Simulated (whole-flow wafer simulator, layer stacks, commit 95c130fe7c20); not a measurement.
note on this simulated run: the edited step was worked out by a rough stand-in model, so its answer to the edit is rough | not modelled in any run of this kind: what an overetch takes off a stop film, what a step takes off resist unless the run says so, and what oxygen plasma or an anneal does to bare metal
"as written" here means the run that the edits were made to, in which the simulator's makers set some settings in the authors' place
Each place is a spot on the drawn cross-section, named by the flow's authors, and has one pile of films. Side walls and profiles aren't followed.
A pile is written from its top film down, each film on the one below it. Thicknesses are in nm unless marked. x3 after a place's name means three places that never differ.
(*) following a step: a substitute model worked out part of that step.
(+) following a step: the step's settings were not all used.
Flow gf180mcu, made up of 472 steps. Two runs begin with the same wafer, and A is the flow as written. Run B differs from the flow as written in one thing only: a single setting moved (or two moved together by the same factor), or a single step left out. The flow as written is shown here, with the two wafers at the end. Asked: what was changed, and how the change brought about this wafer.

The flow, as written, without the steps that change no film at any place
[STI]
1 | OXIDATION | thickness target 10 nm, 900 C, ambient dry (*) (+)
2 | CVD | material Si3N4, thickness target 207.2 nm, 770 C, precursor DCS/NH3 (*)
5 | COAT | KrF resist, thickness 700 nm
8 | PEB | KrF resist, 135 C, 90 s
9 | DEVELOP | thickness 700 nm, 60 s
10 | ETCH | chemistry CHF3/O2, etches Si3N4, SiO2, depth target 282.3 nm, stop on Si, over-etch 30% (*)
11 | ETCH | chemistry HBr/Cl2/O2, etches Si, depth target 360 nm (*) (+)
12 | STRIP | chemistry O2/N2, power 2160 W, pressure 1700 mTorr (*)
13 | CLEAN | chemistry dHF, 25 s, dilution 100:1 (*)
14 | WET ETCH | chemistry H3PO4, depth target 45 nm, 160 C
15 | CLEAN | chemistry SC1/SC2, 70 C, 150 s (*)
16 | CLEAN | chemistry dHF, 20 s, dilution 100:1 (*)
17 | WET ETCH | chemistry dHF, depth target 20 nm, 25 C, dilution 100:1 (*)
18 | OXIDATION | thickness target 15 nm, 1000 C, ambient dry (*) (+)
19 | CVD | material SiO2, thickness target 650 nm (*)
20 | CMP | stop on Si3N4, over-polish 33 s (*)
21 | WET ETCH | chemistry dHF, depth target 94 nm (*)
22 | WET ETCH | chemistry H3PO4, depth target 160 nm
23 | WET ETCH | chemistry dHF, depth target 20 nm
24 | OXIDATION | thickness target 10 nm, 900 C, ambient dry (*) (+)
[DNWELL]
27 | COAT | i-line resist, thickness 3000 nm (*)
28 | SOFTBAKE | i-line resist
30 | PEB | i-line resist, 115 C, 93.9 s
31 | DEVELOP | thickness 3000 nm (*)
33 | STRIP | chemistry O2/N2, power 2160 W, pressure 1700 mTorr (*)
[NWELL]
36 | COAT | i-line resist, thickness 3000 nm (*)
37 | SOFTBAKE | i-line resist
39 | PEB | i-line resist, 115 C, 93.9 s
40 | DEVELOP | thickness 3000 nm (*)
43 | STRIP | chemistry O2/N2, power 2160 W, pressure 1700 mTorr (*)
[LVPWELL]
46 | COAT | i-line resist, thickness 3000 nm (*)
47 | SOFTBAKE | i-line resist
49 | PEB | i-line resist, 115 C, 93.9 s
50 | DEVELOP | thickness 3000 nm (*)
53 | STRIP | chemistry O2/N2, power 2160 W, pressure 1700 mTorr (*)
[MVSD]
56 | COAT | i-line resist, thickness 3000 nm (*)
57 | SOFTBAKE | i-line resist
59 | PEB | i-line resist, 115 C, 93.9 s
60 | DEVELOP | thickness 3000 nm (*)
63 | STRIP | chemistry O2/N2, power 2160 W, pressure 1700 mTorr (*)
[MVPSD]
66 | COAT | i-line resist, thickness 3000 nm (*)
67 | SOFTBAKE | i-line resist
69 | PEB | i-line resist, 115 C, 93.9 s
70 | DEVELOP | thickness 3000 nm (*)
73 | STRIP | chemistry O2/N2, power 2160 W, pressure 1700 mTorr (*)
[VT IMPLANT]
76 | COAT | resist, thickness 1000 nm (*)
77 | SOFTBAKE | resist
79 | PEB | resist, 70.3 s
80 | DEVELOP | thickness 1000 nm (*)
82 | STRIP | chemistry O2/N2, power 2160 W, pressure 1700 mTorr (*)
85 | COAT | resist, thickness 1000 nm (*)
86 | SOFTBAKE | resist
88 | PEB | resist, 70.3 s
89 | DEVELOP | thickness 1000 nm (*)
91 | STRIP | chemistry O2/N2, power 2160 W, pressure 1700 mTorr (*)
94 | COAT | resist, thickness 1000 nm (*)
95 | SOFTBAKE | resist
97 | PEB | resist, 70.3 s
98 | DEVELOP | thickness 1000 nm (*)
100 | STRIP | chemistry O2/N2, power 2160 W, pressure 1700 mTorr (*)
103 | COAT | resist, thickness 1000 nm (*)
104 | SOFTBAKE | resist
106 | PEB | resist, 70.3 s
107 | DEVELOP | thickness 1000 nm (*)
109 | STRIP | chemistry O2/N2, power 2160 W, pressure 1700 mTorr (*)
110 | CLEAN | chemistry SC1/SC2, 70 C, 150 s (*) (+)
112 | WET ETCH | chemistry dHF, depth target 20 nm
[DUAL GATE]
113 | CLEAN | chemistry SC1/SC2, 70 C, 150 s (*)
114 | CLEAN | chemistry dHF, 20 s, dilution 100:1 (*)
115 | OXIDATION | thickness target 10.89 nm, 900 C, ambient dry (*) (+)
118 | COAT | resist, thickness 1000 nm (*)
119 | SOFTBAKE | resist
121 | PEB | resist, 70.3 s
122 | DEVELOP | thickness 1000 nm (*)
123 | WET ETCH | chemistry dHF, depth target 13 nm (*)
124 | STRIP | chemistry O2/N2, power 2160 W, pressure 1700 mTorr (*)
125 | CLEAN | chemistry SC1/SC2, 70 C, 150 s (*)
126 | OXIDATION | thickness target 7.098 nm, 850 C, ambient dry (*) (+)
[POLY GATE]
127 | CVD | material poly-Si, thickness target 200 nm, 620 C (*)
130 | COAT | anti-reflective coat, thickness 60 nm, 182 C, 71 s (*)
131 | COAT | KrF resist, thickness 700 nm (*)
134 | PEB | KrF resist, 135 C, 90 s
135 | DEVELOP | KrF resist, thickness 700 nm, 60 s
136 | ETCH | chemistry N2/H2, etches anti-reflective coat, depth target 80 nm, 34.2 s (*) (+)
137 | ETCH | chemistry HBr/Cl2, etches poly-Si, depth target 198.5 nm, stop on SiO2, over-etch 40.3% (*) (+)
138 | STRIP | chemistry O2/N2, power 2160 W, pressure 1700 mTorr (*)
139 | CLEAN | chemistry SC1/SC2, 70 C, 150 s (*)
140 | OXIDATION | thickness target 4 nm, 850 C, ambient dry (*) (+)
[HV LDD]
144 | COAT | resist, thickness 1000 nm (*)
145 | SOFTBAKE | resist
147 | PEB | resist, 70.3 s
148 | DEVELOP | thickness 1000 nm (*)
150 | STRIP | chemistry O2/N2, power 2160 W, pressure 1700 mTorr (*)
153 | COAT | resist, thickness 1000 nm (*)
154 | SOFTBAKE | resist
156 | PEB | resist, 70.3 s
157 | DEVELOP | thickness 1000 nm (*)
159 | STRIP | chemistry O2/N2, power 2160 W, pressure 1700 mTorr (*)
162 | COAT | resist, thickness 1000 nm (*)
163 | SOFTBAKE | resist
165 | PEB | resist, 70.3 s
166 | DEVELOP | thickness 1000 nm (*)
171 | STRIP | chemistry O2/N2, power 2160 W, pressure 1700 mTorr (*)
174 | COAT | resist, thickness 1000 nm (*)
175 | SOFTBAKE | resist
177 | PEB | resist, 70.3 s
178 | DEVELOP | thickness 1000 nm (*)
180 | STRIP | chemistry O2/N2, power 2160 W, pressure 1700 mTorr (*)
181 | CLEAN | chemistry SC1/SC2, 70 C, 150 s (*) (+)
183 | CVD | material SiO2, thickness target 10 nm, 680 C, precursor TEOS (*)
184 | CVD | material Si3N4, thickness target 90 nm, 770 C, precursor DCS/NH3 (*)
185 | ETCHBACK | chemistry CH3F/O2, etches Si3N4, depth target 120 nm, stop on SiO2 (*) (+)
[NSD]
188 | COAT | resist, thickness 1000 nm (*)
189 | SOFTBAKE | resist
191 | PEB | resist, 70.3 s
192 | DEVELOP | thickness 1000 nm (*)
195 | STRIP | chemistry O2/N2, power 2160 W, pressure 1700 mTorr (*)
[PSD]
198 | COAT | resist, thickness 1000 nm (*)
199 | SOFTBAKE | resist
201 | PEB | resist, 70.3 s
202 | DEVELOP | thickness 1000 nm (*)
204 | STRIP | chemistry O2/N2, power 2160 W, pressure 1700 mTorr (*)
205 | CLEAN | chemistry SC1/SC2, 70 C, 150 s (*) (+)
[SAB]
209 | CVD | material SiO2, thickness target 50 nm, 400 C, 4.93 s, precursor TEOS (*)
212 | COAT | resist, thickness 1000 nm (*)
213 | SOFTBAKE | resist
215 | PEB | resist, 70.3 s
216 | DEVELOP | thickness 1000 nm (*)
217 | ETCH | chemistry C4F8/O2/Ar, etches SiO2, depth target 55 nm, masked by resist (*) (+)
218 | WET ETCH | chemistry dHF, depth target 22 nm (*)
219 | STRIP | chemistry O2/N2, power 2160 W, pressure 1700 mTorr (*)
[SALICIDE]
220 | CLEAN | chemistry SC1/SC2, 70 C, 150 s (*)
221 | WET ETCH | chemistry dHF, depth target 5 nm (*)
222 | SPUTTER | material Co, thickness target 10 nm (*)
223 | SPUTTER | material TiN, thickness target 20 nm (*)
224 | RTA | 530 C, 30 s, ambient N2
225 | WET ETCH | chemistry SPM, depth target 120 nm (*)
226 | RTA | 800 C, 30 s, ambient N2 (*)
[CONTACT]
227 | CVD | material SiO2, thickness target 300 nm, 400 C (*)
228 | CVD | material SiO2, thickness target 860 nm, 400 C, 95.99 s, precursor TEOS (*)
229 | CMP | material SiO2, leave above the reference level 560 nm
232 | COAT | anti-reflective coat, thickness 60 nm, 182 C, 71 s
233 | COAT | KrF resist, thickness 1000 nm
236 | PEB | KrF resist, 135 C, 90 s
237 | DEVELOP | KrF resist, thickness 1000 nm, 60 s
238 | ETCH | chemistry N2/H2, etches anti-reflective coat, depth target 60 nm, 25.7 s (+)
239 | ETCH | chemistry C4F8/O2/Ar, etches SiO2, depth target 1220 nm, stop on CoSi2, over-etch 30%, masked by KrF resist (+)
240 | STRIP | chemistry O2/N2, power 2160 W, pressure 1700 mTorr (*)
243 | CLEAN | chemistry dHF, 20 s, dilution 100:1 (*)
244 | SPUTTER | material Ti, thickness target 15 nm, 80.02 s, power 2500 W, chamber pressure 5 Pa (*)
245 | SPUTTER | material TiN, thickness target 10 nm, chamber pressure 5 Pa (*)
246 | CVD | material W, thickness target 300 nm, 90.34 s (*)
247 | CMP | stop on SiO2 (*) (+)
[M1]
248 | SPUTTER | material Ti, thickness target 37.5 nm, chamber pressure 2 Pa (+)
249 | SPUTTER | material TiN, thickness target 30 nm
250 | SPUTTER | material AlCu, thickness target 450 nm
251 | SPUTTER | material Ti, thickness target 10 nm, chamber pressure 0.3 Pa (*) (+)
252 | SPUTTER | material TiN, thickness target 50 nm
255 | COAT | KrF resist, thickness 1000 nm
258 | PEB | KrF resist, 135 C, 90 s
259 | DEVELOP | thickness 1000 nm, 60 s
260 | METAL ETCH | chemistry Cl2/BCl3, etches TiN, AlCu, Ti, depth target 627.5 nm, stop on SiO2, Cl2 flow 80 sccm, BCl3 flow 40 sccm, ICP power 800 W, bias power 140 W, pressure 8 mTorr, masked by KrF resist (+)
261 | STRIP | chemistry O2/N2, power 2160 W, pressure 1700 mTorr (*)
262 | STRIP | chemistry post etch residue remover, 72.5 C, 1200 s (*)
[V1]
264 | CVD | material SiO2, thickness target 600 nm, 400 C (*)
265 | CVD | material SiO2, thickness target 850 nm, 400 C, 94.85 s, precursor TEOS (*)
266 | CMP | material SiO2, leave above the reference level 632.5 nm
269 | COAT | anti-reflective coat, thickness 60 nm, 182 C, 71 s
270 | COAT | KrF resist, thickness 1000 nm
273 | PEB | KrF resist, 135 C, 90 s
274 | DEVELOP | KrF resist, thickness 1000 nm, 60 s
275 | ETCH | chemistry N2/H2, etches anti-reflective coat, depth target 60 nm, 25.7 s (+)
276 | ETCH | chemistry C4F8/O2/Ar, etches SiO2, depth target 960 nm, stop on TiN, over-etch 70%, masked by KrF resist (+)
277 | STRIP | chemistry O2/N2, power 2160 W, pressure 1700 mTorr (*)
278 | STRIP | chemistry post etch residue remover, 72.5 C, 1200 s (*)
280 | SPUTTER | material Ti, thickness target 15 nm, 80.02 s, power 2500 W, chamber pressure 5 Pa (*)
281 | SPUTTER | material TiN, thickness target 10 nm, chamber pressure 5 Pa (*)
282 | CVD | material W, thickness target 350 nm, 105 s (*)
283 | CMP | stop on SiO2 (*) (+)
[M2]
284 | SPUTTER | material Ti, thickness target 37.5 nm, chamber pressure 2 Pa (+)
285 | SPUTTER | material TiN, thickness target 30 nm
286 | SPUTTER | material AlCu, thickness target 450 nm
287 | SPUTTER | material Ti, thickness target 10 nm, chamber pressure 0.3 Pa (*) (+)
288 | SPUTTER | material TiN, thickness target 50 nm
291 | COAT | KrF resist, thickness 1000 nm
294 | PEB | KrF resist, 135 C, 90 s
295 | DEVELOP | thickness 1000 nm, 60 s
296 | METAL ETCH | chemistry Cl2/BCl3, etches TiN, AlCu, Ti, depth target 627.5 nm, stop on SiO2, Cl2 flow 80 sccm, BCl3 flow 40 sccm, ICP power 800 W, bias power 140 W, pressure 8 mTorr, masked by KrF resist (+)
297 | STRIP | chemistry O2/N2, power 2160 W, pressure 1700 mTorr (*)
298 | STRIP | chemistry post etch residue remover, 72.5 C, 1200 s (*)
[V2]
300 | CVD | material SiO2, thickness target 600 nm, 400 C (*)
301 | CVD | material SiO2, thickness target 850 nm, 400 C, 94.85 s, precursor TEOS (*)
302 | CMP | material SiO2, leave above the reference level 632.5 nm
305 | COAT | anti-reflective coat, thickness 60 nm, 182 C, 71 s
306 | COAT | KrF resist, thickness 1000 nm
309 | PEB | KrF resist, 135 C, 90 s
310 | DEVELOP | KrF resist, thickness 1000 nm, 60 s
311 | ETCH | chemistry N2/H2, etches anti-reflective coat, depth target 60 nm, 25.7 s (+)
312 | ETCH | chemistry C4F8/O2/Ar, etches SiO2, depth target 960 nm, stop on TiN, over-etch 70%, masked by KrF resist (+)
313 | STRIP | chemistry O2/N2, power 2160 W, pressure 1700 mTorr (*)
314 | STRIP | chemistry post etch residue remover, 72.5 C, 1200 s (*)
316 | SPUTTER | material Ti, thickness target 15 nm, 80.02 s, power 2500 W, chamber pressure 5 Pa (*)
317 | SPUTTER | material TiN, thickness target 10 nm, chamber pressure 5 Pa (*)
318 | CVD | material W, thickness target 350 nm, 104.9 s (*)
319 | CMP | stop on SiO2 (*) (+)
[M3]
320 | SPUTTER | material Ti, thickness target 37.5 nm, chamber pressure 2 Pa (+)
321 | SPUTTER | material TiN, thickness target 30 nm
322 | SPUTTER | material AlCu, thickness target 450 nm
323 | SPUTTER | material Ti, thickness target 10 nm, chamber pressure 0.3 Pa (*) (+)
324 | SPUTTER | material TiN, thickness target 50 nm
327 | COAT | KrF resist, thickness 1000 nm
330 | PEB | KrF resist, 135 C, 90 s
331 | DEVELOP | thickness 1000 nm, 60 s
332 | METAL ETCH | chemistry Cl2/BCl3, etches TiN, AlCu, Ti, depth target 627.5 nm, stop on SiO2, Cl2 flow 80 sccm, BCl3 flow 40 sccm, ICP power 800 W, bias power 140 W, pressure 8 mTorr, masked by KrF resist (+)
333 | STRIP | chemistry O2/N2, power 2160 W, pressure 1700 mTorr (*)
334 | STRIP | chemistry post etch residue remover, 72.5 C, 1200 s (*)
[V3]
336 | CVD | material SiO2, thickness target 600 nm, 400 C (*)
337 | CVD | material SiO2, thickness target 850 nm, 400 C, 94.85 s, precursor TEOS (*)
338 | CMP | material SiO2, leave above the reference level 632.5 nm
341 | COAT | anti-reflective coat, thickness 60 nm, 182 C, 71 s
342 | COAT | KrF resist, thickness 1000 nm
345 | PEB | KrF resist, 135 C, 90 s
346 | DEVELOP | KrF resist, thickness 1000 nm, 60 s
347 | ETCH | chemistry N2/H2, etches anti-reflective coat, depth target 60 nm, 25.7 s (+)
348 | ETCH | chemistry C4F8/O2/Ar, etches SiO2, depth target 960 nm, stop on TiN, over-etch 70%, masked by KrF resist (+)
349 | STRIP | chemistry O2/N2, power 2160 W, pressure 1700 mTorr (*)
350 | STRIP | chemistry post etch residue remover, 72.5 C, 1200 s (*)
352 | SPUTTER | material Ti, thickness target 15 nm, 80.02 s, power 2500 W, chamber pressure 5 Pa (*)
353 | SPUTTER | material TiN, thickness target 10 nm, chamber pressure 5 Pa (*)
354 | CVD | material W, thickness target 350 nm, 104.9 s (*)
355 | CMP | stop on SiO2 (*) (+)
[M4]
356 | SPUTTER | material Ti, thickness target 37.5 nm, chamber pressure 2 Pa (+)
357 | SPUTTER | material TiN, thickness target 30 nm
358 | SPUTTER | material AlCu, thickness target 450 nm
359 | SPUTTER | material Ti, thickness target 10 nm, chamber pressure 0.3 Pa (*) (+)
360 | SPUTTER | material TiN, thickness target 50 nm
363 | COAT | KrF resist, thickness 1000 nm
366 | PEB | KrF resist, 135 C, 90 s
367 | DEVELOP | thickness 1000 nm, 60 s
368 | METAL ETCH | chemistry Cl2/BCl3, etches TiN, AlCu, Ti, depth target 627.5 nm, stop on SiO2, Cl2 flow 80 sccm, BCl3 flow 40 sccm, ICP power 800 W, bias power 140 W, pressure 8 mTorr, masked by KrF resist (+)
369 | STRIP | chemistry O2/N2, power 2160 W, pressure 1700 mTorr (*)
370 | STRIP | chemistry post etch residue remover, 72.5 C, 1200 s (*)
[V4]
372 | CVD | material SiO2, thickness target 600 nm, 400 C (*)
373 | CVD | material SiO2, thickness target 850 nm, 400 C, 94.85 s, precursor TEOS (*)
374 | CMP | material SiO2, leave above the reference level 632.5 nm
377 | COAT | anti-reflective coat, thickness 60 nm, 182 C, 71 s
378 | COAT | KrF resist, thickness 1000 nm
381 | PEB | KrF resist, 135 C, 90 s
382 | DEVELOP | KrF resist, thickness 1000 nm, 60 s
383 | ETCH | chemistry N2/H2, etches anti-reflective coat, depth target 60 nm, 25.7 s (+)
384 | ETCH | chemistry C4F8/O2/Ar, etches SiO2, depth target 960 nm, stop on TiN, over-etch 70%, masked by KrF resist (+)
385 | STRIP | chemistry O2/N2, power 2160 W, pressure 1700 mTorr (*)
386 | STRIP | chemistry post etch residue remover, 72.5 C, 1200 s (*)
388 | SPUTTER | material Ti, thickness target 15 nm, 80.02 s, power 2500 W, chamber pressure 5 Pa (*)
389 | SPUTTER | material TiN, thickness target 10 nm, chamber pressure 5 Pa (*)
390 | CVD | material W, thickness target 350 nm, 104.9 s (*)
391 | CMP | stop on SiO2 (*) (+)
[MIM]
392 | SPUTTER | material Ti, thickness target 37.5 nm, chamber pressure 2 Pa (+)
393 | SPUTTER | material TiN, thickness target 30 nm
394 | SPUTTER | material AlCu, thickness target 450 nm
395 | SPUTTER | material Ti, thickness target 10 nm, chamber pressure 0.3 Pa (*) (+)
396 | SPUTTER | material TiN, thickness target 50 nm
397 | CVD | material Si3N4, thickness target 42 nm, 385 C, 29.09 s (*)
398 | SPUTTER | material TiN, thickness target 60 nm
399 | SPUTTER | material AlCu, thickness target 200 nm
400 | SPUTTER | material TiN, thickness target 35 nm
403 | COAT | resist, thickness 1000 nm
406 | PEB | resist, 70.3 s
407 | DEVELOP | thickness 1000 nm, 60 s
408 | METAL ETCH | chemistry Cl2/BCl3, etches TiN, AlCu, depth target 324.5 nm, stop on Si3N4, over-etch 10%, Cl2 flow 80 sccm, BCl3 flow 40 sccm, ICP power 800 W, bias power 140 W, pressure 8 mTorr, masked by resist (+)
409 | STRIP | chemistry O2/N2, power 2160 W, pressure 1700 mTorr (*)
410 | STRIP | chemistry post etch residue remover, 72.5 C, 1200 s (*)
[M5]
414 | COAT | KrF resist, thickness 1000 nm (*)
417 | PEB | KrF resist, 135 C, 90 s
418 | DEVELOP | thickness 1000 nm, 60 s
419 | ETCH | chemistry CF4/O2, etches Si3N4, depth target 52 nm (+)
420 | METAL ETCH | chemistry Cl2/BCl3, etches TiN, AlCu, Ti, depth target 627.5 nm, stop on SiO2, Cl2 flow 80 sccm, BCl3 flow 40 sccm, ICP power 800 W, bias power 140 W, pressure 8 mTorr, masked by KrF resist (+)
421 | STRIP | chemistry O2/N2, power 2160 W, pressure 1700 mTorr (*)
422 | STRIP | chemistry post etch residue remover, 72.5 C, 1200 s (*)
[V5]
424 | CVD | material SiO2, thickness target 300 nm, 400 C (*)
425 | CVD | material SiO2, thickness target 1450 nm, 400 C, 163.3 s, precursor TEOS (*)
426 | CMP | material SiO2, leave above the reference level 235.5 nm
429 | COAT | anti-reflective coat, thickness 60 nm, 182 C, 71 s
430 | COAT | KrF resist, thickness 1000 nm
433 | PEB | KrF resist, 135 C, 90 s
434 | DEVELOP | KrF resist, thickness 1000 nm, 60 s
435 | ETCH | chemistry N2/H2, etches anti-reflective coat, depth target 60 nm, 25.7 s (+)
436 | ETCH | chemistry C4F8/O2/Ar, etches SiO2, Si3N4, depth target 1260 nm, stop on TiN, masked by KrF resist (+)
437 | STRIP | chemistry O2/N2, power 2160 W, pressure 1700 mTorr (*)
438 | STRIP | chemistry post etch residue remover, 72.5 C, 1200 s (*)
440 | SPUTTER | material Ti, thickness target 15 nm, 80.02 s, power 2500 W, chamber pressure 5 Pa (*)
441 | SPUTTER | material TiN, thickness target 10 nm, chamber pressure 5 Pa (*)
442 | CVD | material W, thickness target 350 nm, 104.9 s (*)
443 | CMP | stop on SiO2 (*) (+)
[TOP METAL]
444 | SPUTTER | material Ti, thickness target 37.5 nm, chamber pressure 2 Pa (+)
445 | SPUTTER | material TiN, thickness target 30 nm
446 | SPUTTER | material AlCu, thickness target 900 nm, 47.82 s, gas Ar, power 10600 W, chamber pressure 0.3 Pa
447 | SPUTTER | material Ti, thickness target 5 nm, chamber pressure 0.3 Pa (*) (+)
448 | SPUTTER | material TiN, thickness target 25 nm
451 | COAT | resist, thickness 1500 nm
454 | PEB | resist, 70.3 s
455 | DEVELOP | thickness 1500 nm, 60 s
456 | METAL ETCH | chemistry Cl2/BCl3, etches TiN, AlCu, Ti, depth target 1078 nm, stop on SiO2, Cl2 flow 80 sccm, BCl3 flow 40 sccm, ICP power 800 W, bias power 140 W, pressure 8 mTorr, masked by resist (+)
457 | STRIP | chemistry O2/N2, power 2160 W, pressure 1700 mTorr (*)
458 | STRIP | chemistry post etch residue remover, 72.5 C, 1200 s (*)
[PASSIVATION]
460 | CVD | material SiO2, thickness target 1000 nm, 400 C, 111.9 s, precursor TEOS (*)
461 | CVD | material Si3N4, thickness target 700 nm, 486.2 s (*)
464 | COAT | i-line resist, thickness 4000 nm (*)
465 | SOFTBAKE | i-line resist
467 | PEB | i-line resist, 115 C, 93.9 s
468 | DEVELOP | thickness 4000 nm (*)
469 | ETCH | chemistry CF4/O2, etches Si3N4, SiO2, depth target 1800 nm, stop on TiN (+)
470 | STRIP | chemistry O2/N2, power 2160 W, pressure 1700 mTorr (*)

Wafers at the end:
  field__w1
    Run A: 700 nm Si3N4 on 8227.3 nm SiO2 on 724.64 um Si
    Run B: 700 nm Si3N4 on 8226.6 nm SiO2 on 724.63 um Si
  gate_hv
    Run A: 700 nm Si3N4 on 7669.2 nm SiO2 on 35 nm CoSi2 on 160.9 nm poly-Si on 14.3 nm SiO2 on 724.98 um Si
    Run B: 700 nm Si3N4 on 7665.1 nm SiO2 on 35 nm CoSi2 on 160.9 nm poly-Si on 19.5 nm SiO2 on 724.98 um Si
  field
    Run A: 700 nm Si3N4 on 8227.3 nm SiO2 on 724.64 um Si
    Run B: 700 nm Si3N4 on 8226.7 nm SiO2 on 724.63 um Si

What caused this: step 115, OXIDATION: thickness target 16.66 nm was run, though the flow has thickness target 10.89 nm.

Step by step, how the change led to this:
  115 | OXIDATION | thickness target 10.89 nm, 900 C, ambient dry (*) (+)
      active, n_well, p_well and 40 more: A +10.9 SiO2 (new film), -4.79 Si | B +16.7 SiO2 (new film), -7.33 Si
      sti, mim_1p0, pad and 19 more: A +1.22 SiO2, -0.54 Si | B +2.39 SiO2, -1.05 Si
      (and at 27 other places as well)
  123 | WET ETCH | chemistry dHF, depth target 13 nm (*)
      active, n_well, p_well and 12 more: A -10.9 SiO2 (all of it) | B -13 SiO2
  124 | STRIP | chemistry O2/N2, power 2160 W, pressure 1700 mTorr (*)
      active, n_well, p_well and 12 more: A +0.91 chemical SiO2 (new film), -0.4 Si | B nothing
  126 | OXIDATION | thickness target 7.098 nm, 850 C, ambient dry (*) (+)
      active, n_well, p_well and 12 more: A +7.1 SiO2 (new film), -0.76 chemical SiO2 (all of it), -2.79 Si | B +4.65 SiO2, -2.05 Si
      gate_hv, active_hv, active_nat and 25 more: A +3.72 SiO2, -1.64 Si | B +3.21 SiO2, -1.41 Si
  130 | COAT | anti-reflective coat, thickness 60 nm, 182 C, 71 s (*)
      p_well, spacer, sd_n: A +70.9 anti-reflective coat (new film) | B +72.4 anti-reflective coat (new film)
      ld_fp_p, ld_drift_p: A +47.8 anti-reflective coat (new film) | B +49.1 anti-reflective coat (new film)
      (and at 11 other places as well)
  136 | ETCH | chemistry N2/H2, etches anti-reflective coat, depth target 80 nm, 34.2 s (*) (+)
      p_well, spacer, sd_n: A -70.9 anti-reflective coat (all of it), -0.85 poly-Si | B -72.4 anti-reflective coat (all of it), -0.81 poly-Si
      field__w6: A -55.2 anti-reflective coat (all of it), -1.25 poly-Si | B -56.6 anti-reflective coat (all of it), -1.22 poly-Si
      (and at 7 other places as well)
  138 | STRIP | chemistry O2/N2, power 2160 W, pressure 1700 mTorr (*)
      ld_fp_n: A +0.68 chemical SiO2 (new film), -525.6 KrF resist (all of it), -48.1 anti-reflective coat (all of it), -0.3 poly-Si | B +0.68 chemical SiO2 (new film), -525.6 KrF resist (all of it), -49.1 anti-reflective coat (all of it), -0.3 poly-Si
      ld_fp_p: A +0.68 chemical SiO2 (new film), -526.2 KrF resist (all of it), -47.8 anti-reflective coat (all of it), -0.3 poly-Si | B +0.68 chemical SiO2 (new film), -525.9 KrF resist (all of it), -49.1 anti-reflective coat (all of it), -0.3 poly-Si
      (and at 3 other places as well)
  189 | SOFTBAKE | resist
      field__w9: A +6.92 resist | B -3.08 resist
      active_nat: A +5.49 resist | B +9.32 resist
  199 | SOFTBAKE | resist
      field__w9: A +6.92 resist | B -3.08 resist
      active_nat: A +5.49 resist | B +9.32 resist
  218 | WET ETCH | chemistry dHF, depth target 22 nm (*)
      active, p_well, sd_n, iso_ptap_pw, iso_ntap_nw, iso_ptap_sub, vpnp_e: A -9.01 SiO2 (all of it) | B -9.87 SiO2 (all of it)
      ldn_tap, ldn_src, ldn_drn, ldp_tap, ldp_src, ldp_drn, ldp_gr: A -16 SiO2 (all of it) | B -21.1 SiO2 (all of it)
      (and at 9 other places as well)
